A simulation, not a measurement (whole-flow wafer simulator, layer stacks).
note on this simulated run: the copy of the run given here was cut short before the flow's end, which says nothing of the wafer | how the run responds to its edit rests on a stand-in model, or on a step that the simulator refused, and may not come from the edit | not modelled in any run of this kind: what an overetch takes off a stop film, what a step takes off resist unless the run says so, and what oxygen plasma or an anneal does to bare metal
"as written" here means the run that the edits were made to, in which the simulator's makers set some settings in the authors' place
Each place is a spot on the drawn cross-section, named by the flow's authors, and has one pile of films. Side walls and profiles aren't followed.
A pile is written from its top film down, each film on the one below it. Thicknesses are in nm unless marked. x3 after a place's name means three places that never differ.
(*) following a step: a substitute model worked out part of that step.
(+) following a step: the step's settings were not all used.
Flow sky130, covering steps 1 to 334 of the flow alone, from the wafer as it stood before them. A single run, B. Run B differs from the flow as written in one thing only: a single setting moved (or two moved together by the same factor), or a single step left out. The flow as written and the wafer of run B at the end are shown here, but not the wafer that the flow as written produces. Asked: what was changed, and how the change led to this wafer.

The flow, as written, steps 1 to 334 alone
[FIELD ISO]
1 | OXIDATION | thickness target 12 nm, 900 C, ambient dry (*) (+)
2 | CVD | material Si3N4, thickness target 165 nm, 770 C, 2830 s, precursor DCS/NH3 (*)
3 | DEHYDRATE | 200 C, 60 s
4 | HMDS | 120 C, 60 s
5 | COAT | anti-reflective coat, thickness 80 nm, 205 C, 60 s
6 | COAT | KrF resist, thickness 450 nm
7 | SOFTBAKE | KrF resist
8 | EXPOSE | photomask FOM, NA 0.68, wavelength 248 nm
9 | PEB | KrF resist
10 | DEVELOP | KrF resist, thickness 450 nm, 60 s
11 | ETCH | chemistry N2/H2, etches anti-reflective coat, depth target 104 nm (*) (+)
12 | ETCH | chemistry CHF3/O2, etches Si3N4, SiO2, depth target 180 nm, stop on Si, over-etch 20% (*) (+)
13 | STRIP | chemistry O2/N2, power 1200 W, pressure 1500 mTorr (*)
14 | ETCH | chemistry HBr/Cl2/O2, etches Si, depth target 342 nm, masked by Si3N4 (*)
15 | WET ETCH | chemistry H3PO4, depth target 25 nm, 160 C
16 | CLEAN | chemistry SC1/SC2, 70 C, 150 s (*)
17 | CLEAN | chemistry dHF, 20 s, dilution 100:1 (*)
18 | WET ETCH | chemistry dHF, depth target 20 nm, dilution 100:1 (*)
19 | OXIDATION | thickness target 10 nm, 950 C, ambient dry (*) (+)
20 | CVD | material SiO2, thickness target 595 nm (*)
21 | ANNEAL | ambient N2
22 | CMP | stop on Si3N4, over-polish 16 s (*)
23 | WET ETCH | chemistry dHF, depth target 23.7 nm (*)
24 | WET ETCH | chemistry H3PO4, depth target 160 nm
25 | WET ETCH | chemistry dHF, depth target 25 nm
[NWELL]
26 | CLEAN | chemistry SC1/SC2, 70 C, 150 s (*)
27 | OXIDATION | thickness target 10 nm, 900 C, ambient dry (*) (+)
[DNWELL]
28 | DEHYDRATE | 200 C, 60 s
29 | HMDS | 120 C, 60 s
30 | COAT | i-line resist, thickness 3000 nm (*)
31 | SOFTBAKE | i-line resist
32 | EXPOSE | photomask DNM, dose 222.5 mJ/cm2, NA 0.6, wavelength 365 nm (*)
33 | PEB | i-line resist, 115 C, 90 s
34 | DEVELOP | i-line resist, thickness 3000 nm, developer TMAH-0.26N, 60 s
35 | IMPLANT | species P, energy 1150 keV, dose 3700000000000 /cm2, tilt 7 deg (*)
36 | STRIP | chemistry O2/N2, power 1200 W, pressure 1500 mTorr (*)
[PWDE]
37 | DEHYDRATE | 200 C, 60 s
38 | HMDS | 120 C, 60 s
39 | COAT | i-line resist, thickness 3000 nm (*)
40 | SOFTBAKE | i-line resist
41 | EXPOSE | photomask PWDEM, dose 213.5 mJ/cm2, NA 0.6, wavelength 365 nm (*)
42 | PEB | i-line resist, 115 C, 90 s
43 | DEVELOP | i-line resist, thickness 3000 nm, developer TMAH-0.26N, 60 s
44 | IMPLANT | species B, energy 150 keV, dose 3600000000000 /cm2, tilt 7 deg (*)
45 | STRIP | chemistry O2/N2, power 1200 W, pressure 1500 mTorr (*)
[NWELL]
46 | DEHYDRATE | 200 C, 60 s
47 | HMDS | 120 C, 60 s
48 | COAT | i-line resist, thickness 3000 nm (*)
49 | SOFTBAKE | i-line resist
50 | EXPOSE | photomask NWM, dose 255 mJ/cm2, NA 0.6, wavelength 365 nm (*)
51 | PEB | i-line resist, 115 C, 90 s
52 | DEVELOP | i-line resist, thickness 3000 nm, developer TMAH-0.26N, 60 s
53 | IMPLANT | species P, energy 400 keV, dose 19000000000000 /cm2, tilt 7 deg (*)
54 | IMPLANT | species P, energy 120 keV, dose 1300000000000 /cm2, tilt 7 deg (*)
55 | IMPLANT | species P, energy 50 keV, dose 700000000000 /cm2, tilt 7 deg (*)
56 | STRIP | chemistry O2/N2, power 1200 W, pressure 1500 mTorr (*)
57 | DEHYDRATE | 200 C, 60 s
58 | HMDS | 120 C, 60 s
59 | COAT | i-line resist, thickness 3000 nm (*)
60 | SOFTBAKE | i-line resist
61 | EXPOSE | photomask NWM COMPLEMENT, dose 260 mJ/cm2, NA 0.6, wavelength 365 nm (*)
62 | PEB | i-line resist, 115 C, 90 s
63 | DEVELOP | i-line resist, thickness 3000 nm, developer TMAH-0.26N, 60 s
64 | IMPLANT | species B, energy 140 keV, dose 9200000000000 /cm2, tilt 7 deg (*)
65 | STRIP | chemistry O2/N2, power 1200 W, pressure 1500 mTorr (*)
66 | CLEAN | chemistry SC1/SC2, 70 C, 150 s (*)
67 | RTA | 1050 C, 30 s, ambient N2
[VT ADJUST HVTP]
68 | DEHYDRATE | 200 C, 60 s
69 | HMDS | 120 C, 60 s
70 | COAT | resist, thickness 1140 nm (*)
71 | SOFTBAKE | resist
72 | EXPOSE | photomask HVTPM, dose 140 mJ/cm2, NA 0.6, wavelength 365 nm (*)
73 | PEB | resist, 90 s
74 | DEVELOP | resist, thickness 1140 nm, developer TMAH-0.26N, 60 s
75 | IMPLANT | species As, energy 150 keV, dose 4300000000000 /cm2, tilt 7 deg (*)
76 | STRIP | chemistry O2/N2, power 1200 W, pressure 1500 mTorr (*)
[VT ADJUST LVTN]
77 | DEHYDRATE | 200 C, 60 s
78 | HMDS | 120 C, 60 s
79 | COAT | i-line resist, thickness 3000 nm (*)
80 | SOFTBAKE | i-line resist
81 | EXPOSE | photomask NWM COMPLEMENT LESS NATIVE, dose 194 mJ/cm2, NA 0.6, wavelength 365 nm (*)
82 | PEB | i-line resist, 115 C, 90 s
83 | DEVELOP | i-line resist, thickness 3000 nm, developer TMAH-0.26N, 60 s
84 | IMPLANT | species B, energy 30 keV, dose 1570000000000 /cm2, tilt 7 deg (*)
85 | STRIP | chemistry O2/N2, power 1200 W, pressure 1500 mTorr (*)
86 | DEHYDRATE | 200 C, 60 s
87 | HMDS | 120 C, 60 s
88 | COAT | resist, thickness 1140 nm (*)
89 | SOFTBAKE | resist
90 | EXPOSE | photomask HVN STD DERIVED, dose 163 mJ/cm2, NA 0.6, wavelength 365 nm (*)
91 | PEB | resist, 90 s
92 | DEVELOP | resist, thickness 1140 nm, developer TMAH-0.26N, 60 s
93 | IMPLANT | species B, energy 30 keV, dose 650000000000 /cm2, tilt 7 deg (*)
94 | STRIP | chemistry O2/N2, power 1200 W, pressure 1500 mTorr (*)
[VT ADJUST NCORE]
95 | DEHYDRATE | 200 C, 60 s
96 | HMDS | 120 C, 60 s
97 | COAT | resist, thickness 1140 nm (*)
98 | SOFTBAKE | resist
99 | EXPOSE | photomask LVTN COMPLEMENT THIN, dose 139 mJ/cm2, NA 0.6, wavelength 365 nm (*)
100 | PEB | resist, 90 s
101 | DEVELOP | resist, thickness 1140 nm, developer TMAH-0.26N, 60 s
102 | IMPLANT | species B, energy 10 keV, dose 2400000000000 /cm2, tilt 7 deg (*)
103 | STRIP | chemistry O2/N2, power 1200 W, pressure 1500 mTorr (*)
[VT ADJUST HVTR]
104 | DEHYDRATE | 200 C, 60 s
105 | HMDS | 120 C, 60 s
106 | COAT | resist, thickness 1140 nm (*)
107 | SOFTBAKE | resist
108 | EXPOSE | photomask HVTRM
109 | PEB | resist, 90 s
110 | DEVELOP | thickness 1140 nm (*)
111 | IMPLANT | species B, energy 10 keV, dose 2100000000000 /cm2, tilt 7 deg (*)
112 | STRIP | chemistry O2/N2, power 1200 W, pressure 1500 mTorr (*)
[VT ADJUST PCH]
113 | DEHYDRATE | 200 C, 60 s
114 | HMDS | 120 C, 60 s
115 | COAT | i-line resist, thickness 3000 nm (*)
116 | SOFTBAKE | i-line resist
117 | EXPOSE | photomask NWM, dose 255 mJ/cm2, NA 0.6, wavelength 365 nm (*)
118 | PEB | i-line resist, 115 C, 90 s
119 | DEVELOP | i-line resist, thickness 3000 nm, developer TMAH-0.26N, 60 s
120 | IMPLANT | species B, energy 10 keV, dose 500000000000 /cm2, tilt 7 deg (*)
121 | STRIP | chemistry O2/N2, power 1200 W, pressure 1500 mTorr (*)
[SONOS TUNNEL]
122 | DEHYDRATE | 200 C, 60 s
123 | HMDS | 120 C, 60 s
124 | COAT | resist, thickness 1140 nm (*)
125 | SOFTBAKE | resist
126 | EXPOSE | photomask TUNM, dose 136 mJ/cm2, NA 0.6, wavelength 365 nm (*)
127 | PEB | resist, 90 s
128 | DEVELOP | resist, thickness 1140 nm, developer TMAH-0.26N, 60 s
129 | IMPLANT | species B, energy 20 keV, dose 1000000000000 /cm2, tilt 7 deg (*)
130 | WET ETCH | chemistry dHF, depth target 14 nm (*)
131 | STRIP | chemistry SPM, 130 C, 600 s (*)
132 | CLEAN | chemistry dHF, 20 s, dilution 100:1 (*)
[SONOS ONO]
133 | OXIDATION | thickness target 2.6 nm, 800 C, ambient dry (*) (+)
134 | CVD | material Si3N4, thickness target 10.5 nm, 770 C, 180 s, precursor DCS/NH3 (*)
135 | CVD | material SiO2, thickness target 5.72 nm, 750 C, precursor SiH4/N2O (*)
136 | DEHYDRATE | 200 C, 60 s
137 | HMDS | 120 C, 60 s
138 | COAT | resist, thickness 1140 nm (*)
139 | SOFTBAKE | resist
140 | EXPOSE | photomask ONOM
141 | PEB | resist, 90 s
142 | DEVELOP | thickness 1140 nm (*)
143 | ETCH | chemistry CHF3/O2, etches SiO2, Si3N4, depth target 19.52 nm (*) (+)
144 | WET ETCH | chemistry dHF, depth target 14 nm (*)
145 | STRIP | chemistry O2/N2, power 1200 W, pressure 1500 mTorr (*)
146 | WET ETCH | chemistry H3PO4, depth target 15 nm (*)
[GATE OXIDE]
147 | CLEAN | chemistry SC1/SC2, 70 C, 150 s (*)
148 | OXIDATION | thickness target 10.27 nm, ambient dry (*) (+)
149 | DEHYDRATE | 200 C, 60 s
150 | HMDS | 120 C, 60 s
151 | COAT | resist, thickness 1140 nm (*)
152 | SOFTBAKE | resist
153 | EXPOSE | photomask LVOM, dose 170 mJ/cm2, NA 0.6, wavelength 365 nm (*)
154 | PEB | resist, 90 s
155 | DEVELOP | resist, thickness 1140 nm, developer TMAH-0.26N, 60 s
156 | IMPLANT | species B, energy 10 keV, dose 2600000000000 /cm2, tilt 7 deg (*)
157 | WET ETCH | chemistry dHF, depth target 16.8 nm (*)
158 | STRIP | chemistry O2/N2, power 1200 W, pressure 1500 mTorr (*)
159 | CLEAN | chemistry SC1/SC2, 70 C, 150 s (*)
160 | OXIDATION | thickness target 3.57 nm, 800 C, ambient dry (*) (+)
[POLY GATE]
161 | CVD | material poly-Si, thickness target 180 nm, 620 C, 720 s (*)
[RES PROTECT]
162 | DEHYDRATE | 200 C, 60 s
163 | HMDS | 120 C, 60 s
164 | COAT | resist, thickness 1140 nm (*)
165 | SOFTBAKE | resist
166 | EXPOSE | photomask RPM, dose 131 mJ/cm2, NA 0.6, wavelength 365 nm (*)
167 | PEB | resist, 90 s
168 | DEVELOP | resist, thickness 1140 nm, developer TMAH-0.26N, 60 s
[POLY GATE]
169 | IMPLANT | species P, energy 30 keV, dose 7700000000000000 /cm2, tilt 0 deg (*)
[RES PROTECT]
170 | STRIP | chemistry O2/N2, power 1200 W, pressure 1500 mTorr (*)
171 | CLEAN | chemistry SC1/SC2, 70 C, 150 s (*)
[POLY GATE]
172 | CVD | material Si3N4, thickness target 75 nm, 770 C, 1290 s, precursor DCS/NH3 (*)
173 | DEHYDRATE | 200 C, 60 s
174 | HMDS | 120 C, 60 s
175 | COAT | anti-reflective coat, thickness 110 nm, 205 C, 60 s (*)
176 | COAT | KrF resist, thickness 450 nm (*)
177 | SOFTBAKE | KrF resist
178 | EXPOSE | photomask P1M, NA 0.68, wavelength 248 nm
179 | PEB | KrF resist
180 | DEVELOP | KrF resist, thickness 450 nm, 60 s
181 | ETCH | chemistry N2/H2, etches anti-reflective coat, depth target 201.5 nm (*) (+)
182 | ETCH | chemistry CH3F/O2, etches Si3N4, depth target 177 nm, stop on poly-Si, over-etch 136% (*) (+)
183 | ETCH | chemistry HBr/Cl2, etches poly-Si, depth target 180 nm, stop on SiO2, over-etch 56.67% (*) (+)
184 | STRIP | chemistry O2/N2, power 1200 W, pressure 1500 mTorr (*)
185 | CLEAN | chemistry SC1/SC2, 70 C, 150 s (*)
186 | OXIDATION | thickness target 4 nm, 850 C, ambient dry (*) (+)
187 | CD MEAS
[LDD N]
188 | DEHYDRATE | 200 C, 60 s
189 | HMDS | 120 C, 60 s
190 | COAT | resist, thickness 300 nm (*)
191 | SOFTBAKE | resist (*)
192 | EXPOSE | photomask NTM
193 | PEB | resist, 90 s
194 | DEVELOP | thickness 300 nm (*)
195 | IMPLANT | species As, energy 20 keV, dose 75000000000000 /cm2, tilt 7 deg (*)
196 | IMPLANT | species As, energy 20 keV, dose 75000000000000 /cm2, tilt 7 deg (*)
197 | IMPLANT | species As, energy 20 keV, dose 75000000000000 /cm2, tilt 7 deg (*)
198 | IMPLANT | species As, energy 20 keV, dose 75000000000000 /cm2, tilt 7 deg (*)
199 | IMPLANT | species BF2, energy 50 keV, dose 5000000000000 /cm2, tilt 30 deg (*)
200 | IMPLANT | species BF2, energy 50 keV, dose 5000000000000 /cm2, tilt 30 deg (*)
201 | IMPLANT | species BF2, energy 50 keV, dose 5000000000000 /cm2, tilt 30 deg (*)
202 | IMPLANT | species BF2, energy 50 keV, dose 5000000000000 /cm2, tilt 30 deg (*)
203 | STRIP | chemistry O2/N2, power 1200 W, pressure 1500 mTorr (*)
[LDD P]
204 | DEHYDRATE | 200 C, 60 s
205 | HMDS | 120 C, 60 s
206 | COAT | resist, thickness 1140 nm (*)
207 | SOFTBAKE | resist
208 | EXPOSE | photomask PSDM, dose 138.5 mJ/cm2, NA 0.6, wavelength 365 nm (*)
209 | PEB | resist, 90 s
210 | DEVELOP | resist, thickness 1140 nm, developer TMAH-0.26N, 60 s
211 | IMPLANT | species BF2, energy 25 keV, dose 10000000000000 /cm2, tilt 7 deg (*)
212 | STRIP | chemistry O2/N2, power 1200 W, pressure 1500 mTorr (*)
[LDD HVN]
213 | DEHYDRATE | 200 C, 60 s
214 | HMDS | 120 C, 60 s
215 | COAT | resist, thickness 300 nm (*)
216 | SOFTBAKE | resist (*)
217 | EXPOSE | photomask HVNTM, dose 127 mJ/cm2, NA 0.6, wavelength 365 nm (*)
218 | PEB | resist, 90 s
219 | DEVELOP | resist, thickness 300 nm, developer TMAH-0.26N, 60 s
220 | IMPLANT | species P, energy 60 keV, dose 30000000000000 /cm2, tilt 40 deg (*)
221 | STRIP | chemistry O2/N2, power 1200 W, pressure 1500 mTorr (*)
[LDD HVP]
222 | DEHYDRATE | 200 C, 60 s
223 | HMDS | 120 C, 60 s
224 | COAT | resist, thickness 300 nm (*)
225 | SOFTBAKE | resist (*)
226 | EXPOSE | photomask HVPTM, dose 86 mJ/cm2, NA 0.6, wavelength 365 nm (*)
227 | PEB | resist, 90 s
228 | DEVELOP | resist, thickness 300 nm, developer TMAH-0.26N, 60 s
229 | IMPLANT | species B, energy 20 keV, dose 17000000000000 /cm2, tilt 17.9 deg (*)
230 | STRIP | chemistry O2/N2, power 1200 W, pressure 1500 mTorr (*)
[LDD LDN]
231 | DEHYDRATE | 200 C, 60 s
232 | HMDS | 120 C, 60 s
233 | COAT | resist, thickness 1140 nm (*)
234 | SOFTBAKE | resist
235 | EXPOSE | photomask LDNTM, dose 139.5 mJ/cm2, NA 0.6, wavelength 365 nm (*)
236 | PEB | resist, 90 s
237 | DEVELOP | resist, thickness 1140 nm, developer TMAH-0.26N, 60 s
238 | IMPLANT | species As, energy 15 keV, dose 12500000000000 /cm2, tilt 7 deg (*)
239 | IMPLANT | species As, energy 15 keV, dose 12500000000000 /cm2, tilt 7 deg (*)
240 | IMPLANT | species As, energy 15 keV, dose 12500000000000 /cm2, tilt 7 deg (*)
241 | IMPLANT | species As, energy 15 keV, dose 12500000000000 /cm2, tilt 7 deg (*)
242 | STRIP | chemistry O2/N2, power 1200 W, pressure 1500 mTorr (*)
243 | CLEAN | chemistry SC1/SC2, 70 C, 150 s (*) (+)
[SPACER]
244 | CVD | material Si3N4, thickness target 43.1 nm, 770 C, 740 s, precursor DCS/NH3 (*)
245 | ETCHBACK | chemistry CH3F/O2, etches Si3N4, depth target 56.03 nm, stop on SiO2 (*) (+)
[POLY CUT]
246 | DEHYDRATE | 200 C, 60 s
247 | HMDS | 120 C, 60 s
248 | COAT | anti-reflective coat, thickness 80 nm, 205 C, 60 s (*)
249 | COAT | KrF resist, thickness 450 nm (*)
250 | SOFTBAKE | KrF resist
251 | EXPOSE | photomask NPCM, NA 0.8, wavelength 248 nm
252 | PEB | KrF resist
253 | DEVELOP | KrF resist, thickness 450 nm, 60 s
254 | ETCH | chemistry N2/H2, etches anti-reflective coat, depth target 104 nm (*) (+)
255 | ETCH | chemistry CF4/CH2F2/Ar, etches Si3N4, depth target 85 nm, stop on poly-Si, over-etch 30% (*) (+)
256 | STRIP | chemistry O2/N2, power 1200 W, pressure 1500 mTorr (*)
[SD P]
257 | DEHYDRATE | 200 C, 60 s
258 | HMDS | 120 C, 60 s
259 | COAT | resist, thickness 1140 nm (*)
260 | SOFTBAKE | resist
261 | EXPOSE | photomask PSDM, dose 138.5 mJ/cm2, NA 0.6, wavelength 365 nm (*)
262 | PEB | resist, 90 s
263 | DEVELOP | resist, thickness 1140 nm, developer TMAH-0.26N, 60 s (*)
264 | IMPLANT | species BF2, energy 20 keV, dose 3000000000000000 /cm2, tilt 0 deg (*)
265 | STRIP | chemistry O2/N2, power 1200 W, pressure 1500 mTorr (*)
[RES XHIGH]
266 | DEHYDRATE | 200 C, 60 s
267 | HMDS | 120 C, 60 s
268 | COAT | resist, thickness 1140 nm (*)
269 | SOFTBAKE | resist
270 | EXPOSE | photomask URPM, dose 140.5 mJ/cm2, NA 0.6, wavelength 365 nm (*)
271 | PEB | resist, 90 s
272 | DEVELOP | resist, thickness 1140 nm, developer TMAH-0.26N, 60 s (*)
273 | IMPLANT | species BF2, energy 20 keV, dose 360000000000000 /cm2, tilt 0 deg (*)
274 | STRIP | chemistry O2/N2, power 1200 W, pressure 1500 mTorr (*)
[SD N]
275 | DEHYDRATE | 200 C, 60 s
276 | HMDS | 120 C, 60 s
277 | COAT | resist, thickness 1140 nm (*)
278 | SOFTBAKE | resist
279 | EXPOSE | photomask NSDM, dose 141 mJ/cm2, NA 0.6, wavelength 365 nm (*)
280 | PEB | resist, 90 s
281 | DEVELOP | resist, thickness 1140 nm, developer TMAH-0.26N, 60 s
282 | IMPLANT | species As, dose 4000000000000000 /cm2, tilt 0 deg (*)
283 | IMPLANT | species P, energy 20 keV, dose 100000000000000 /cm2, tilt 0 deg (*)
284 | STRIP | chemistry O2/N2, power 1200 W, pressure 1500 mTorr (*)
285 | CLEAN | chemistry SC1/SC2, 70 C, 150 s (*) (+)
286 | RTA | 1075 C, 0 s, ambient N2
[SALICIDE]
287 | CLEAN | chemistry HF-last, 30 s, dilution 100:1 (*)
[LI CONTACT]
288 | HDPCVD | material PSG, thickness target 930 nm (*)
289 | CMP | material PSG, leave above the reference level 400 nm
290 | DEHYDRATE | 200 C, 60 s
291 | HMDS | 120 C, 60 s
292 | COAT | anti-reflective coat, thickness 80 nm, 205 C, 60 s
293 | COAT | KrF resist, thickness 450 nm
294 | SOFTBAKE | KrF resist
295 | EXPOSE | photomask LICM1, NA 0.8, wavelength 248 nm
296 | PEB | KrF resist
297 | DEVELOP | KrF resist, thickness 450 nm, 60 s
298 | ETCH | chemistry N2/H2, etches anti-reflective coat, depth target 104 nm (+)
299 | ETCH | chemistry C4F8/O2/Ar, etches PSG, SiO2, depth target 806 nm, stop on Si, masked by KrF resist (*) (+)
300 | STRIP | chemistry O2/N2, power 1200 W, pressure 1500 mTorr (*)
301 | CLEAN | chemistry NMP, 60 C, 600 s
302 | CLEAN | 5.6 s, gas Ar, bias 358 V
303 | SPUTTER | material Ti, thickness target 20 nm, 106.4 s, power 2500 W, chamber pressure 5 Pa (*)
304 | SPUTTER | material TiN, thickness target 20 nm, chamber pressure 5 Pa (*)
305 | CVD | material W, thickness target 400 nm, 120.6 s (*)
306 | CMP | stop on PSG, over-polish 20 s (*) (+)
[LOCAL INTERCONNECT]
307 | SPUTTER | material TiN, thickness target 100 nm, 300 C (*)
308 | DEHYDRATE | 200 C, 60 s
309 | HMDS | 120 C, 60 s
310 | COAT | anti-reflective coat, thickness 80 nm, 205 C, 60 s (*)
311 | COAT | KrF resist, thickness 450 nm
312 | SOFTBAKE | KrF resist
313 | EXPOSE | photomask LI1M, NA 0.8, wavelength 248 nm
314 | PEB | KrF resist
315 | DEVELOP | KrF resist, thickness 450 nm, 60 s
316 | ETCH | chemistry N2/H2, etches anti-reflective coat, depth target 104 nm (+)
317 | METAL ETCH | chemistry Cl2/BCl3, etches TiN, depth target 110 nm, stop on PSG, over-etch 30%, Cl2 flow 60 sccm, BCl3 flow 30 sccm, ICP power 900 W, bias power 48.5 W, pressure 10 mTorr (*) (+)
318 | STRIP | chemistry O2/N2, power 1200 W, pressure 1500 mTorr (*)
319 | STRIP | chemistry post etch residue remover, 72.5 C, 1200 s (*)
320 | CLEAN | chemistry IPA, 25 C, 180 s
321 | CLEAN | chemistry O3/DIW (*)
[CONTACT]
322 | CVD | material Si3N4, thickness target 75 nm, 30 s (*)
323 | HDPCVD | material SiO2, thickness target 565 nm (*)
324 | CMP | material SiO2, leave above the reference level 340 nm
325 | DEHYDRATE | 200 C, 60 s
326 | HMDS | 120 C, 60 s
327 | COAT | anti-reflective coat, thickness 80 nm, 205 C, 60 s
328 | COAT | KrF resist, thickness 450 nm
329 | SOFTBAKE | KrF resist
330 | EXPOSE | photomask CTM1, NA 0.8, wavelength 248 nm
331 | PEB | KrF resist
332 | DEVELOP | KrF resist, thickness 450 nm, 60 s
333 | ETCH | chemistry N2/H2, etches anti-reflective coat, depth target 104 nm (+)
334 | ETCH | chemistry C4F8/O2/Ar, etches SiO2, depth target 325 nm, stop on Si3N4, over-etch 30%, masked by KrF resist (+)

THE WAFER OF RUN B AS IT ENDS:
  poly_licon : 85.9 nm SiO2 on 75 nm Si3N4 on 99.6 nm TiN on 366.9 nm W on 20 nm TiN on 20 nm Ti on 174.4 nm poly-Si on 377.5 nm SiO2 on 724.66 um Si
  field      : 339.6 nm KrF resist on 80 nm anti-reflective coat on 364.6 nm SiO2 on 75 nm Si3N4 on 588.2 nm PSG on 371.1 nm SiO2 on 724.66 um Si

The reason: step 334, ETCH: depth target 179 nm was run, while the flow as written has depth target 325 nm.

Step by step, how the change led to this:
  334 | ETCH | chemistry C4F8/O2/Ar, etches SiO2, depth target 325 nm, stop on Si3N4, over-etch 30%, masked by KrF resist (+)
      poly_licon, ndiff_licon, ndiff_licon_cpp, rpo_hd_licon: -179 SiO2 (it would be, as written: -264.9 SiO2 (all of it))
      field, active, n_well and 184 more: -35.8 KrF resist (it would be, as written: -65 KrF resist)
